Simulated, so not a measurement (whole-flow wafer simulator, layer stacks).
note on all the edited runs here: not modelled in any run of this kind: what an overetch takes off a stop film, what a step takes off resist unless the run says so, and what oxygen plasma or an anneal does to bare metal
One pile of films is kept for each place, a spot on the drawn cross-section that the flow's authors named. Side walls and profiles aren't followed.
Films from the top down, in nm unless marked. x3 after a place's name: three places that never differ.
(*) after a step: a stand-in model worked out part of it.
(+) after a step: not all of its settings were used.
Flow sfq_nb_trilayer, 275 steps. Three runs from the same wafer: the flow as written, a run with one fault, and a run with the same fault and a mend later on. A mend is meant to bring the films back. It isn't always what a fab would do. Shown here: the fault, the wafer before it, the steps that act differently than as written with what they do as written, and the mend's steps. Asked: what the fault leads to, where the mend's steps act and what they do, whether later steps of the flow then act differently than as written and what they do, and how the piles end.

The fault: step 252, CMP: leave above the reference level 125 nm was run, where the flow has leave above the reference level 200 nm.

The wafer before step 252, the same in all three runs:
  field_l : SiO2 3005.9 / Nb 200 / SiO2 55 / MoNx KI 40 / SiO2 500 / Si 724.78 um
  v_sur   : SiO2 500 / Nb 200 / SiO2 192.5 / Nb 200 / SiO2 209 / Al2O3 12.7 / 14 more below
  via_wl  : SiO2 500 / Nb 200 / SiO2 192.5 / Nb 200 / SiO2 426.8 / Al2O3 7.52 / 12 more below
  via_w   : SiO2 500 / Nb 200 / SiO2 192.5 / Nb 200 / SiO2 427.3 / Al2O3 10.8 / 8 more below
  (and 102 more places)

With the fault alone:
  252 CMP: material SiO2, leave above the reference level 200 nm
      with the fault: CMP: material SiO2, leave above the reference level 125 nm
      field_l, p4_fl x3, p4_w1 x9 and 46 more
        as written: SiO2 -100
        with the fault: SiO2 -175
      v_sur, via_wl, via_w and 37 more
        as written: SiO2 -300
        with the fault: SiO2 -375
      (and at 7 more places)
  Later steps of the flow that act differently than as written (2 more steps differ only slightly, by at most 2% or 0.5 nm, whichever is larger, and aren't shown):
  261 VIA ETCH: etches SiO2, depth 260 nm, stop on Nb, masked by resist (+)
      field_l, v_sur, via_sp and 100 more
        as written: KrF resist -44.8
        with the fault: KrF resist -32.3
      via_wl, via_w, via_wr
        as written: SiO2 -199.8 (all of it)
        with the fault: SiO2 -124.8 (all of it)
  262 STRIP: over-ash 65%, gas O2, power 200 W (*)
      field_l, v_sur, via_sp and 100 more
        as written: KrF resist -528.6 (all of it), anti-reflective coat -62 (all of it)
        with the fault: KrF resist -541.1 (all of it), anti-reflective coat -62 (all of it)
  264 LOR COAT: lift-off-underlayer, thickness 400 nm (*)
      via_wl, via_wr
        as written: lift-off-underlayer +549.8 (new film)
        with the fault: lift-off-underlayer +493.6 (new film)
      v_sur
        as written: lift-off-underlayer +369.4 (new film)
        with the fault: lift-off-underlayer +380.9 (new film)
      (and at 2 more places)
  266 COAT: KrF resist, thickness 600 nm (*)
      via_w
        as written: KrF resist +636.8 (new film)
        with the fault: KrF resist +623 (new film)
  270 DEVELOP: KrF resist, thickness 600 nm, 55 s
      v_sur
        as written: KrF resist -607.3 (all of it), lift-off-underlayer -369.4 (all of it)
        with the fault: KrF resist -604.1 (all of it), lift-off-underlayer -380.9 (all of it)
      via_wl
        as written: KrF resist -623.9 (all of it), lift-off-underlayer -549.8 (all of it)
        with the fault: KrF resist -614.4 (all of it), lift-off-underlayer -493.6 (all of it)
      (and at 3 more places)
  At the end the piles differ from the flow's by more than 2% or 0.5 nm, whichever is larger, at field_l, v_sur, via_sp and 100 more.
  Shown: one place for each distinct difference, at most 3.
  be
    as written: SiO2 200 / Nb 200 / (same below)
    with the fault: SiO2 125 / Nb 200 / (same below)
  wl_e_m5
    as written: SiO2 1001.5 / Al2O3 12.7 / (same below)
    with the fault: SiO2 926.5 / Al2O3 12.7 / (same below)
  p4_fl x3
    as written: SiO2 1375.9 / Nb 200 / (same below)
    with the fault: SiO2 1300.9 / Nb 200 / (same below)

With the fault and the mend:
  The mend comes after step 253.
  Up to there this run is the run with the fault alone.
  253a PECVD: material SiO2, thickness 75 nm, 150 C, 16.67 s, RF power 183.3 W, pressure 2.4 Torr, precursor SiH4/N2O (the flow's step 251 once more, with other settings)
      field_l, v_sur, via_wl and 103 more
        SiO2 +75
  No later step of the flow acts differently than as written at any place that is followed.
  At the end the piles are the same as the flow's at every place that both follow.
